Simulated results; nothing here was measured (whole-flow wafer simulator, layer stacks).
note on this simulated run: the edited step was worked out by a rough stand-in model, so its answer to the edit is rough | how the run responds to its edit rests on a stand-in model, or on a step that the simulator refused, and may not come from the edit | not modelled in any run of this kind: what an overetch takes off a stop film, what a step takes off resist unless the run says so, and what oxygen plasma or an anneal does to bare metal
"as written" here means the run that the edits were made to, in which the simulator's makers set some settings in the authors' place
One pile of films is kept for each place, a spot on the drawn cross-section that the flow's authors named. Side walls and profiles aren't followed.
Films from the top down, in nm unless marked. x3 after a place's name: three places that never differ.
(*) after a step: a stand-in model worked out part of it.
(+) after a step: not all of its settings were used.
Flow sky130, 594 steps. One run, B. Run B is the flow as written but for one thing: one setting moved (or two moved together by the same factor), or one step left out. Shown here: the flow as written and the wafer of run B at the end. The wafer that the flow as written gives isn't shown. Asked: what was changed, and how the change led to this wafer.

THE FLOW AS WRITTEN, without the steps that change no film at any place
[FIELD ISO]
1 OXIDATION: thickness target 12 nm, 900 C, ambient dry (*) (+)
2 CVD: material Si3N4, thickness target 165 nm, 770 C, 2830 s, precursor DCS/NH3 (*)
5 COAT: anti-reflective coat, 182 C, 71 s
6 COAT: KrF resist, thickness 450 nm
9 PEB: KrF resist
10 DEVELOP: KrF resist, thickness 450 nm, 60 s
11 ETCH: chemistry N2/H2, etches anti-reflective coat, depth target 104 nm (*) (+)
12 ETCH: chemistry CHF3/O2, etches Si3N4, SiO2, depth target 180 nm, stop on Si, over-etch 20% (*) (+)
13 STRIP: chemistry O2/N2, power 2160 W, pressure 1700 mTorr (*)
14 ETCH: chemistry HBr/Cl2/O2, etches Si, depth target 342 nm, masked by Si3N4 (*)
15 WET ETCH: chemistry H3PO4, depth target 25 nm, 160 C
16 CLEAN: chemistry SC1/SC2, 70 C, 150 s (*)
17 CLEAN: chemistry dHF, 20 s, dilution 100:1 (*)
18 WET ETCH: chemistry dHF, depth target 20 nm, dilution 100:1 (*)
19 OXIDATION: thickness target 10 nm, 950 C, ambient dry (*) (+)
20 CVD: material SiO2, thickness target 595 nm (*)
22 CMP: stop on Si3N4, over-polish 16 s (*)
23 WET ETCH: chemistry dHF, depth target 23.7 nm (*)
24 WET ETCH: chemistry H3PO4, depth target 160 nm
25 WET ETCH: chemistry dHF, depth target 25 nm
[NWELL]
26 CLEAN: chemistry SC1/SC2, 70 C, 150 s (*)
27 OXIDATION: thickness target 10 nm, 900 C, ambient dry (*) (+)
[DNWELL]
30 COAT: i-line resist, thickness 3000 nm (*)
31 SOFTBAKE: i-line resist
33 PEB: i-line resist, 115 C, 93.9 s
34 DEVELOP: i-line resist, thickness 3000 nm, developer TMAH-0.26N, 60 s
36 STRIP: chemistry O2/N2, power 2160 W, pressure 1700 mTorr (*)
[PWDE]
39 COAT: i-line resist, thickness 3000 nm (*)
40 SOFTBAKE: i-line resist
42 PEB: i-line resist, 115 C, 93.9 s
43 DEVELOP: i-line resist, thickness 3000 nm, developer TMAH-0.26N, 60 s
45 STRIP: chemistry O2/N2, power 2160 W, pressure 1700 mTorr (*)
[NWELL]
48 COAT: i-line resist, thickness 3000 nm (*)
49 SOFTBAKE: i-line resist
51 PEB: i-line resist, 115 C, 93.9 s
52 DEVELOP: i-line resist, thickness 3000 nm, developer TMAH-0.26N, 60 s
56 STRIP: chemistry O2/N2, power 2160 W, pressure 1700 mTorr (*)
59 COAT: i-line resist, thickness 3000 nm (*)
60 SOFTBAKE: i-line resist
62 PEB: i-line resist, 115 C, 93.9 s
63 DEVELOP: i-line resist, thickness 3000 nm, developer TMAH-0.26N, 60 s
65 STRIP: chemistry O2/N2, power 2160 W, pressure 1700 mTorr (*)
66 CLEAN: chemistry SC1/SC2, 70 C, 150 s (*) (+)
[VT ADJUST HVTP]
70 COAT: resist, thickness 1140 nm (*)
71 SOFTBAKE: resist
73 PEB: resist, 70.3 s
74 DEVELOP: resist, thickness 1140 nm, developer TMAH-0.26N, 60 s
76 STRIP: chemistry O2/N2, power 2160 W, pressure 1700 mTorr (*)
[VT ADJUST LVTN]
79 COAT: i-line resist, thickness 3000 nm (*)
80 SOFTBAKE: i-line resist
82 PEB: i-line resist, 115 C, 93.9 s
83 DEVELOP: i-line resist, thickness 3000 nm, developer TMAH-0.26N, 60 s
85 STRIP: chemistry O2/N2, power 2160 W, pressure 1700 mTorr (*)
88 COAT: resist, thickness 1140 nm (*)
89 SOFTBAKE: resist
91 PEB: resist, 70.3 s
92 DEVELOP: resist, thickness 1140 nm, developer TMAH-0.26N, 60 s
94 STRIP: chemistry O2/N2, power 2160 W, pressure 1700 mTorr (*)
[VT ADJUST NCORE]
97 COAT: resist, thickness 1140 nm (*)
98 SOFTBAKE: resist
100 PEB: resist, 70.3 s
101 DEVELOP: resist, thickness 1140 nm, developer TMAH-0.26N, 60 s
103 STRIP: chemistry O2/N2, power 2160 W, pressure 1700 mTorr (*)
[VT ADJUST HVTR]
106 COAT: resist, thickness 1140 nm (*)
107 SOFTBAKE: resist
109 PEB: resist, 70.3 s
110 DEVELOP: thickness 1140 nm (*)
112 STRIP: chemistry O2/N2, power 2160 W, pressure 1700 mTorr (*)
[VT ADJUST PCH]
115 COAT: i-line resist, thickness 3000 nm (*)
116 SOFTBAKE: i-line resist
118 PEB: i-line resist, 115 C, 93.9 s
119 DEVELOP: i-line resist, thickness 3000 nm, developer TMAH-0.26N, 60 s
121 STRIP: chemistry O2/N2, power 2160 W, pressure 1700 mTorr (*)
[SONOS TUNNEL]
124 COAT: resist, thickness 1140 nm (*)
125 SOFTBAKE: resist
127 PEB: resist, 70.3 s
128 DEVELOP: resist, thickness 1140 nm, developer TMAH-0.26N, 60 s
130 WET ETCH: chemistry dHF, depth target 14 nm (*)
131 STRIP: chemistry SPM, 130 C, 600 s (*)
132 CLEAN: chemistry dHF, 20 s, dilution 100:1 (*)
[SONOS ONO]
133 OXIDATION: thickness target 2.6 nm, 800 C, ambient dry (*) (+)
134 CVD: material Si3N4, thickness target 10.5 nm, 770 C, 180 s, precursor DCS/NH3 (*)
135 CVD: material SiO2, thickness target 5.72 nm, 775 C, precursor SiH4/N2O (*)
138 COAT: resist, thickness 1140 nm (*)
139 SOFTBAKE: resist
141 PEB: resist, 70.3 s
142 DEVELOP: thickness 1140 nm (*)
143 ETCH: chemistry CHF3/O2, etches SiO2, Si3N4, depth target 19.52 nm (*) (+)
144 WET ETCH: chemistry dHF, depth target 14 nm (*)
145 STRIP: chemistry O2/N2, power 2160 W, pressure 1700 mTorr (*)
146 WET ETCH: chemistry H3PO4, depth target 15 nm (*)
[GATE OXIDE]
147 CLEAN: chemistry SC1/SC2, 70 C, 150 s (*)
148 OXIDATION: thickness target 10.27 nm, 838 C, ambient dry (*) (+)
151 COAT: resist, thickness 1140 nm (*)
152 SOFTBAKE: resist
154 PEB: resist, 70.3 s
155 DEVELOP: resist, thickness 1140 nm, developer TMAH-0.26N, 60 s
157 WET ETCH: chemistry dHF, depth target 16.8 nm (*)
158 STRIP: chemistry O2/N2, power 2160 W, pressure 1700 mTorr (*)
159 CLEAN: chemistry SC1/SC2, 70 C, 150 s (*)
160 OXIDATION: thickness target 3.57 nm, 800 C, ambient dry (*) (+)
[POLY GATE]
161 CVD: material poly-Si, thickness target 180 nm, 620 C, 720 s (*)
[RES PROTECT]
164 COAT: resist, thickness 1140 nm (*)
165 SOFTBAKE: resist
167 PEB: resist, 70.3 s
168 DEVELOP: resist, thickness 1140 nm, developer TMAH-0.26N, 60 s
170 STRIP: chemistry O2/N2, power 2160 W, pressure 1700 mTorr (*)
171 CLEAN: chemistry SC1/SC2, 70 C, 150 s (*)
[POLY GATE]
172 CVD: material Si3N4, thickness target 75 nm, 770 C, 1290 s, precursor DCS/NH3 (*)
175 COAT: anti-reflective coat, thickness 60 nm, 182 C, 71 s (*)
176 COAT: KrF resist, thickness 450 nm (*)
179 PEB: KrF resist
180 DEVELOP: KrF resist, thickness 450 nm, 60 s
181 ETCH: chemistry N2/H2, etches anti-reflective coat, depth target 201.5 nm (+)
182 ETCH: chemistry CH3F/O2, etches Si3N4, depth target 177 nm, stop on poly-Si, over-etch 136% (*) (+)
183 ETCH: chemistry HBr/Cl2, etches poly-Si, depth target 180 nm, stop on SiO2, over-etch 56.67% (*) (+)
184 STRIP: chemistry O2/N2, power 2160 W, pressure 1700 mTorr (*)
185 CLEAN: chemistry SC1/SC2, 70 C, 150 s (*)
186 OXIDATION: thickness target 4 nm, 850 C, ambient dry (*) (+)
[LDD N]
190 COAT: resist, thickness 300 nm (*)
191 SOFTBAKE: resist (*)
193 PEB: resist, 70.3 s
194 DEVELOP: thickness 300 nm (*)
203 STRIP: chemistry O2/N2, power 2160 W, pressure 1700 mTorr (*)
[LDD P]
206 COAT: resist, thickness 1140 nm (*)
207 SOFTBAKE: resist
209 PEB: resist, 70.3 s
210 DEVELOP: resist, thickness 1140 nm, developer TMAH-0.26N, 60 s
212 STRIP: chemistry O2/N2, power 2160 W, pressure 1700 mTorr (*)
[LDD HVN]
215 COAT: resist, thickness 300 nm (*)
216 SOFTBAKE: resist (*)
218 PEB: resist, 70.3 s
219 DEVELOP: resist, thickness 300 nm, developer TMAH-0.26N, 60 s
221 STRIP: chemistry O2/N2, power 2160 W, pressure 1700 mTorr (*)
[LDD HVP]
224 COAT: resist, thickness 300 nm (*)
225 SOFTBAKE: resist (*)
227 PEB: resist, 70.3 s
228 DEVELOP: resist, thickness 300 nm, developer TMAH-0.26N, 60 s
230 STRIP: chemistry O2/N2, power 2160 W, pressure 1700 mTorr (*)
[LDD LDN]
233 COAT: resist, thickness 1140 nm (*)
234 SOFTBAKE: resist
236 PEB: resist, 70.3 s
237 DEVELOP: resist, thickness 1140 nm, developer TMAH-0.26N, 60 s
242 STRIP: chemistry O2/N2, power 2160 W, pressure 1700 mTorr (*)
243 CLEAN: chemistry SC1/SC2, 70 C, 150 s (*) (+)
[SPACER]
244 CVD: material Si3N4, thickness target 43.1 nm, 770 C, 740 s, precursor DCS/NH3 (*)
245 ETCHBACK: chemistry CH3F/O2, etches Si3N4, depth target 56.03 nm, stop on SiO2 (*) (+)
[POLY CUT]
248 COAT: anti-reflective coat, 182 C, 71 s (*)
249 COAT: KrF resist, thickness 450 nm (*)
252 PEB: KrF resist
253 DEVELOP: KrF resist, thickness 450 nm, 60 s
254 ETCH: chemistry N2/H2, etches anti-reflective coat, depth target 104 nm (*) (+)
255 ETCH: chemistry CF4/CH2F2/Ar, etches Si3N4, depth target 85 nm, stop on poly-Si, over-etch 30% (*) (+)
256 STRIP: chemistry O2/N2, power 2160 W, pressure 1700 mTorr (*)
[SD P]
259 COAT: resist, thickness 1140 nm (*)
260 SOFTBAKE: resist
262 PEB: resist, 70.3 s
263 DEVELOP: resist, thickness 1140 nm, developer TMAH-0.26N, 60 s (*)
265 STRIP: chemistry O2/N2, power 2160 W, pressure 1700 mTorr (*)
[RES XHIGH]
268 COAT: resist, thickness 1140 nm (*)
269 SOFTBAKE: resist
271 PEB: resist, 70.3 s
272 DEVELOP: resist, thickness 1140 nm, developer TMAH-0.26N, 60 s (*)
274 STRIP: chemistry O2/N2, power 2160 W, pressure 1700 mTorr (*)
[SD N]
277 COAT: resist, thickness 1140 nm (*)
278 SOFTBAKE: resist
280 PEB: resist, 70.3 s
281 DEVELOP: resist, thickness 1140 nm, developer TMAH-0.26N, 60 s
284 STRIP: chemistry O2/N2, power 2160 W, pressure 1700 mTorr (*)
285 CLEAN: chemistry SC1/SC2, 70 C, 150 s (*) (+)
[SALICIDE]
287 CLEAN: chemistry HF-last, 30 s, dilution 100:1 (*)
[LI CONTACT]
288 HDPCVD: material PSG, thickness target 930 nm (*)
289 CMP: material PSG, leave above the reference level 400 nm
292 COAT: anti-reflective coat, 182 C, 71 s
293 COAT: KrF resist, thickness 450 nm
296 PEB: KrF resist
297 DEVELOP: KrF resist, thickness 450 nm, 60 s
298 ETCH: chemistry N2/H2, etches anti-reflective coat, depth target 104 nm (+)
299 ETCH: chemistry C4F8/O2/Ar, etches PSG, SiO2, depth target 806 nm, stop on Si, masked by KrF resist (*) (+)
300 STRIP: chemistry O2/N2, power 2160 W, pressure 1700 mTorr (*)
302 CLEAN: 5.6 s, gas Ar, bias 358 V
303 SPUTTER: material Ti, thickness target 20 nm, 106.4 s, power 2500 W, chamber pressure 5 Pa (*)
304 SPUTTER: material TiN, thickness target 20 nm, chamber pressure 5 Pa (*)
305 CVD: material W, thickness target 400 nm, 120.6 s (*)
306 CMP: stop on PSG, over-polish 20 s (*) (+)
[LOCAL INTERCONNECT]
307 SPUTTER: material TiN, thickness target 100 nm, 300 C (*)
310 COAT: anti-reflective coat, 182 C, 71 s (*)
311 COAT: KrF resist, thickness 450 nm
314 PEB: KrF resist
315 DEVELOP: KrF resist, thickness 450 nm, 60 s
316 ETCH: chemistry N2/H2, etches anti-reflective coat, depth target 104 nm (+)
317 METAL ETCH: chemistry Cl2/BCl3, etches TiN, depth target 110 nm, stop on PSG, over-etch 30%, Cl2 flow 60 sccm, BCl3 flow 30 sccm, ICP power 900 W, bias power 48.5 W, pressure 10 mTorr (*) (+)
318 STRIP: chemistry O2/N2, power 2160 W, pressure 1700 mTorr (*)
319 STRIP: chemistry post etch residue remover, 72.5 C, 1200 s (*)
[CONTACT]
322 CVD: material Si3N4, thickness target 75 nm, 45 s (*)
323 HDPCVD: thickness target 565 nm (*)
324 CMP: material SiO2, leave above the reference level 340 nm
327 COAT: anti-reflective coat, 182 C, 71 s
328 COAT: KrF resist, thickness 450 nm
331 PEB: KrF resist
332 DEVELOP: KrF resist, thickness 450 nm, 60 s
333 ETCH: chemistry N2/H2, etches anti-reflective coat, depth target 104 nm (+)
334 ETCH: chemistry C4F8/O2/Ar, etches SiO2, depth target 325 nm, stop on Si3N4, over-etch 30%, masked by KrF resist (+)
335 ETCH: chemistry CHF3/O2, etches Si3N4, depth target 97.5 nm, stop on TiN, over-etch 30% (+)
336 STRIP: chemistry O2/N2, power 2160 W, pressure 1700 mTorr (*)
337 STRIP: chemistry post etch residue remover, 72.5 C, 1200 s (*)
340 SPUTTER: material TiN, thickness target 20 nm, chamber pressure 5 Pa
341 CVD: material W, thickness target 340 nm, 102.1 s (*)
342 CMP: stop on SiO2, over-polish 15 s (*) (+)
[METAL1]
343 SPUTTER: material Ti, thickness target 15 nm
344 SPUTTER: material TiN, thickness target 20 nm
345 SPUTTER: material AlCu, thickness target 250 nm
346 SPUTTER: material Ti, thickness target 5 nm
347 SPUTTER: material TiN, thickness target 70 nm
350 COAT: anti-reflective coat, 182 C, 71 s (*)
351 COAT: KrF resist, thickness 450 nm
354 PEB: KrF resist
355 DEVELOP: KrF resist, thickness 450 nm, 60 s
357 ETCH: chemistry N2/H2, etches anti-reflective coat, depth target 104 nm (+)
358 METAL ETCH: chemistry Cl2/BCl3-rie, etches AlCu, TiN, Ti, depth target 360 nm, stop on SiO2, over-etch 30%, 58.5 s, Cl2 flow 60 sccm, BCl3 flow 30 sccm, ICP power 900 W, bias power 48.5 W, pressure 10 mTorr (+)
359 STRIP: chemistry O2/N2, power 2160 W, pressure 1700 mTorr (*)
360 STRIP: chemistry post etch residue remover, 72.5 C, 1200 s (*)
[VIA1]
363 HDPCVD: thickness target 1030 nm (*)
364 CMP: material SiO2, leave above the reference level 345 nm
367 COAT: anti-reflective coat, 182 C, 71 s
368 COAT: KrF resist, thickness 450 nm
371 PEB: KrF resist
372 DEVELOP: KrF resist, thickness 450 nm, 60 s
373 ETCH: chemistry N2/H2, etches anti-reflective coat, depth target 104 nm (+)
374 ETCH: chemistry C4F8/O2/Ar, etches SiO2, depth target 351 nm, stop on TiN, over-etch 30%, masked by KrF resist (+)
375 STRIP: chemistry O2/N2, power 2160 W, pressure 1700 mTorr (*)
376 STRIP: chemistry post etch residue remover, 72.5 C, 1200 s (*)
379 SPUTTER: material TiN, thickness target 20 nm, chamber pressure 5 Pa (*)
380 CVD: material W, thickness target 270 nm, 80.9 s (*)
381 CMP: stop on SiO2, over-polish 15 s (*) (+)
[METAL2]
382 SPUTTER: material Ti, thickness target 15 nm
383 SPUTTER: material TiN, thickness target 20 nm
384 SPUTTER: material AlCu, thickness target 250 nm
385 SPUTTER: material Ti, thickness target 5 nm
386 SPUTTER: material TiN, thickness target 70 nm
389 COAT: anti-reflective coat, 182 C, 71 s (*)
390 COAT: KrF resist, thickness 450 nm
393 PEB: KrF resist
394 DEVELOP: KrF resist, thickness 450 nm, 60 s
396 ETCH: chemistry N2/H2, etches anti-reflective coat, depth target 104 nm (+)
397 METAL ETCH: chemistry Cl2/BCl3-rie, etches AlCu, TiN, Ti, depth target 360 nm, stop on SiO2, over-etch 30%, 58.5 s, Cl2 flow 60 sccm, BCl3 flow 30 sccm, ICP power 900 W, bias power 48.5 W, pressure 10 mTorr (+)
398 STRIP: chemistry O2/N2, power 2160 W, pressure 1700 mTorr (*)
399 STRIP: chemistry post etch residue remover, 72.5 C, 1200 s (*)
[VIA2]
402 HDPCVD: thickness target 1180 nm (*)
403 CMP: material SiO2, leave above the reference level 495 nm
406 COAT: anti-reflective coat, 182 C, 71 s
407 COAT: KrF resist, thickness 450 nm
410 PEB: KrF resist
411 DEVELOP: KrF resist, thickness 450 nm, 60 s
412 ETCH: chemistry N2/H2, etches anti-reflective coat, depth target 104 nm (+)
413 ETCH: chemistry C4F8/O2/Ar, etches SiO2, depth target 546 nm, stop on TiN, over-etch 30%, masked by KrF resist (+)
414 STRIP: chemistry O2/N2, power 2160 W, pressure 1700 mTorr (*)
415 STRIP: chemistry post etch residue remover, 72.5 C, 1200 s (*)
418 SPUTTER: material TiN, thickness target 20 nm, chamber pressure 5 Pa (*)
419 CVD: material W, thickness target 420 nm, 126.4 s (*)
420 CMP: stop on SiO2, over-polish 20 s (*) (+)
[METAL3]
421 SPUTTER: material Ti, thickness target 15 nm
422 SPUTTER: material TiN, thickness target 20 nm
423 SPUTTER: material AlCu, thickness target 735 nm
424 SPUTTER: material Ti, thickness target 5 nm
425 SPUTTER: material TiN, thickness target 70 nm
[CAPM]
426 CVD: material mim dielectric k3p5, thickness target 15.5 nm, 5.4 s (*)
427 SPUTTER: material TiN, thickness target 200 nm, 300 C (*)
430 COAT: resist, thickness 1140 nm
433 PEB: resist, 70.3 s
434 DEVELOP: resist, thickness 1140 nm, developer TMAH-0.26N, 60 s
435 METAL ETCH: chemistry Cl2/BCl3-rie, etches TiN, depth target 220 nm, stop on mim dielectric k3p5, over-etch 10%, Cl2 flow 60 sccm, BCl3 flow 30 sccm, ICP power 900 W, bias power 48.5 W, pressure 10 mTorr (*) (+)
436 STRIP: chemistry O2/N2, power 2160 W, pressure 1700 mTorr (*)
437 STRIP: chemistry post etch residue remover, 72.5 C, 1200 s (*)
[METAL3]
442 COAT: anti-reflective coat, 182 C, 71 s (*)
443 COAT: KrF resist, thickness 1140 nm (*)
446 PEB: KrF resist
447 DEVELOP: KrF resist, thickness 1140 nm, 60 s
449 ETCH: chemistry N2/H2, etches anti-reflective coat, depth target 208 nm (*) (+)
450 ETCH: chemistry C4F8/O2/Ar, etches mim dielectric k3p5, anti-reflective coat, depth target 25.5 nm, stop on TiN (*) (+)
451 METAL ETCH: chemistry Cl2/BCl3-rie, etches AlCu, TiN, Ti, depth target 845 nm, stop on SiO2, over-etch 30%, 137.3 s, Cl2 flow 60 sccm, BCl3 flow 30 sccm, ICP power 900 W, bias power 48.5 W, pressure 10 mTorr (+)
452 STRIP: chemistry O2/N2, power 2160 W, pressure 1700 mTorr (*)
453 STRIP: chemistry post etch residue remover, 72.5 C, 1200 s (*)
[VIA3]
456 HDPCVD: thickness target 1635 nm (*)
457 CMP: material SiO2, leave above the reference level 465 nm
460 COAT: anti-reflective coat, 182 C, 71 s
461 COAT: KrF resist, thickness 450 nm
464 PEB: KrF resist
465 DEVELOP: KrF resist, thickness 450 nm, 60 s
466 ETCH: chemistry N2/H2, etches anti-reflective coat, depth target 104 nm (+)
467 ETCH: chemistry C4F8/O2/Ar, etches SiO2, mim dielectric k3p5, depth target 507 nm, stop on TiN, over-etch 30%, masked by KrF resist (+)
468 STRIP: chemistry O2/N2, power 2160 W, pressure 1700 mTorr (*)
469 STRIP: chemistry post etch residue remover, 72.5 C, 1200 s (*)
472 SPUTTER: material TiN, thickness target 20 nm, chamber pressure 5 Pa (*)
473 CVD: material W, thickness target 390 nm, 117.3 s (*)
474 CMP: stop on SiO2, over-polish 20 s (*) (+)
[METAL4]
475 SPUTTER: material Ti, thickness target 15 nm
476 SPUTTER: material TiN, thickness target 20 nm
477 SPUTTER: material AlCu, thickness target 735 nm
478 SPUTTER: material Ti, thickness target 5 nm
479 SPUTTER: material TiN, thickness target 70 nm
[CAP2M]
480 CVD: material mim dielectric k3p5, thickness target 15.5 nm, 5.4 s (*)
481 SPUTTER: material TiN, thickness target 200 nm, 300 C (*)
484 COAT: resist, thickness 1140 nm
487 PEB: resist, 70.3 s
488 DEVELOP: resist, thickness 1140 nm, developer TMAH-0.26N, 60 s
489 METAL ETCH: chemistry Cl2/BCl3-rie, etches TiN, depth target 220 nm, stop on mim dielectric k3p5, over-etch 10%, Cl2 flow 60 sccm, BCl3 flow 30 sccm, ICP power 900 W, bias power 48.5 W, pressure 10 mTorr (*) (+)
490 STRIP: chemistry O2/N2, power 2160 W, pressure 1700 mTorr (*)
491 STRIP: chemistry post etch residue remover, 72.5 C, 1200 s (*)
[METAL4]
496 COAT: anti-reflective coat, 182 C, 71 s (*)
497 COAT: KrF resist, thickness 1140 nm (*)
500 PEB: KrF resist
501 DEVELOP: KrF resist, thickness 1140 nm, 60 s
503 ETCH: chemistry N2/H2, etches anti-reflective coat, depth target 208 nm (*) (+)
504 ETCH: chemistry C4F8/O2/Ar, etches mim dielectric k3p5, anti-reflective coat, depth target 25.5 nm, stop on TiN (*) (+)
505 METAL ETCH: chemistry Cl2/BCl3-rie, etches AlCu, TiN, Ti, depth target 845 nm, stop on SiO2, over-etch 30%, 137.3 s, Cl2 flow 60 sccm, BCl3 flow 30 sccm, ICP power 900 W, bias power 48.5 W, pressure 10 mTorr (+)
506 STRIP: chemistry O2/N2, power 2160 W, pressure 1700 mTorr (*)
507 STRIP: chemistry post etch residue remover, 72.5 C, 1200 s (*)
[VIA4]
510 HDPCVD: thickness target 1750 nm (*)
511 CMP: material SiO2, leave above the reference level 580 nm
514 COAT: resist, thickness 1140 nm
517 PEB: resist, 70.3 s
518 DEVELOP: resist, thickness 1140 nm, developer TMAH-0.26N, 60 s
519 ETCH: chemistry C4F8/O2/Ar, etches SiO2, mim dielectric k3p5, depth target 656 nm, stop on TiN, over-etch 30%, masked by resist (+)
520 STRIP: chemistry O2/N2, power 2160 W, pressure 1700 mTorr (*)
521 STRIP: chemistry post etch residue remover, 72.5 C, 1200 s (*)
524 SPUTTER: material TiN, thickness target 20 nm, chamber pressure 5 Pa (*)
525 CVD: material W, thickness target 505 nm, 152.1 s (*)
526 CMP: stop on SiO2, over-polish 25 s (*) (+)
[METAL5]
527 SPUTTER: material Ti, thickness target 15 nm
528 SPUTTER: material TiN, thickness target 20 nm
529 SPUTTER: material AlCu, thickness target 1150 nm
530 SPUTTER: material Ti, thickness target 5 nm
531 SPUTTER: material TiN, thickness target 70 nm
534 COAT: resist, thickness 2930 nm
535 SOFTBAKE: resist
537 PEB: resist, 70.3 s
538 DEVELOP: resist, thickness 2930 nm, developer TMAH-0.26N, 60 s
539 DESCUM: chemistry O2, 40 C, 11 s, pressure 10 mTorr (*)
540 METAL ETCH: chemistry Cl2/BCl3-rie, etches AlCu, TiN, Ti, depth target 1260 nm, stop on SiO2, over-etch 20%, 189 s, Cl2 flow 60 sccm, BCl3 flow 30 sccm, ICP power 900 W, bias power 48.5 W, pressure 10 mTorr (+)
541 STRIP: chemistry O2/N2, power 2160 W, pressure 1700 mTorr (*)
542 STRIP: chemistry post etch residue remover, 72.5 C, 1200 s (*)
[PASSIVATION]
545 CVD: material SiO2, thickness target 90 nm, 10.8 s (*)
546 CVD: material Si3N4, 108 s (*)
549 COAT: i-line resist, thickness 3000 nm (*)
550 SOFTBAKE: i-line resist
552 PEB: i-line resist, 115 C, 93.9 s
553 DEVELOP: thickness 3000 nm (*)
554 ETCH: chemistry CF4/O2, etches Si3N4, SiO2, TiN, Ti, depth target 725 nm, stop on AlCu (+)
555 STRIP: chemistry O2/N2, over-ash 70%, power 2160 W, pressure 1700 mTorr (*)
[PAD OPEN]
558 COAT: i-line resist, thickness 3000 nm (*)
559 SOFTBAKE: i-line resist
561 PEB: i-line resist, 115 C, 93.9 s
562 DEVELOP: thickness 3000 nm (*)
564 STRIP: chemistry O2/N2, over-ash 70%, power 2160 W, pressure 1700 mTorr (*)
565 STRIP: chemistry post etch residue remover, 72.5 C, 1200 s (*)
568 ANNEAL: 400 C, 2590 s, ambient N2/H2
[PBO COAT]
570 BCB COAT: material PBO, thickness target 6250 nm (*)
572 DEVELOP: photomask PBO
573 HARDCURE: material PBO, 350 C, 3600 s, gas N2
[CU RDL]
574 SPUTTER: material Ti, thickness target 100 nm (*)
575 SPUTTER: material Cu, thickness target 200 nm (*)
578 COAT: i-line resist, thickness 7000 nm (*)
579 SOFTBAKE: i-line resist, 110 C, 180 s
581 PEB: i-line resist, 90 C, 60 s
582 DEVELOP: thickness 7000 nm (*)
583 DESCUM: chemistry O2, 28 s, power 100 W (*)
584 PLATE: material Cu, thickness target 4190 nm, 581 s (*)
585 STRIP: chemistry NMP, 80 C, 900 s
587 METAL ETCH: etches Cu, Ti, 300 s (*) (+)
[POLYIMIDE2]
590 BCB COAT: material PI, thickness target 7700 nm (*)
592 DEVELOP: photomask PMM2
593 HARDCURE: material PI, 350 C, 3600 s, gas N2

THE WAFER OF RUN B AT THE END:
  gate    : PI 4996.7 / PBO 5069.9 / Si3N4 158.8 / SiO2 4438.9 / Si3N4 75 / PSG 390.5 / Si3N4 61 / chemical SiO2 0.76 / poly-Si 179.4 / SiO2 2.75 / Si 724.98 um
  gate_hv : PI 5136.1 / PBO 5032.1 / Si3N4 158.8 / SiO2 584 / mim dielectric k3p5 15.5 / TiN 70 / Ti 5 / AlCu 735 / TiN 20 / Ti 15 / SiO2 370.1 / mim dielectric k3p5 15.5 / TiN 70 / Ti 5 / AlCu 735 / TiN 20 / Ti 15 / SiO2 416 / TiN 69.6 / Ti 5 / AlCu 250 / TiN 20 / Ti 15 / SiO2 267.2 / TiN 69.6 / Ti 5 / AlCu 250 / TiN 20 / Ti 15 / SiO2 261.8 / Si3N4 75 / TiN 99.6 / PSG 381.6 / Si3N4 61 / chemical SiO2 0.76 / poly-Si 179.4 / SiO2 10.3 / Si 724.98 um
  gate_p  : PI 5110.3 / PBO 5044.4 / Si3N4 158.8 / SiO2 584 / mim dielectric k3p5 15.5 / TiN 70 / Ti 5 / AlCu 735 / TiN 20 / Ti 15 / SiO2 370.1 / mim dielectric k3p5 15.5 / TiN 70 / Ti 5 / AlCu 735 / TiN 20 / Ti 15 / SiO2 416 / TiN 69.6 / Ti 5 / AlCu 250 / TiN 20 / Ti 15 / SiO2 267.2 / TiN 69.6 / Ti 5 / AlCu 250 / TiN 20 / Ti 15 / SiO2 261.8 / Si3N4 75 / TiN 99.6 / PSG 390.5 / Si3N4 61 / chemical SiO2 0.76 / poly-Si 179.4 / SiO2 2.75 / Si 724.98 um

The cause: step 160, OXIDATION: 740 C was run, where the flow has 800 C.

How the change led to this, step by step:
  160 OXIDATION: thickness target 3.57 nm, 800 C, ambient dry (*) (+)
      active, n_well, p_well and 58 more: SiO2 +2.75 (new film), chemical SiO2 -0.76 (all of it), Si -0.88 (as written it would be: SiO2 +3.57 (new film), chemical SiO2 -0.76 (all of it), Si -1.24)
  186 OXIDATION: thickness target 4 nm, 850 C, ambient dry (*) (+)
      active, p_well, spacer and 26 more: SiO2 +2.15, Si -0.94 (as written it would be: SiO2 +1.55, Si -0.68)
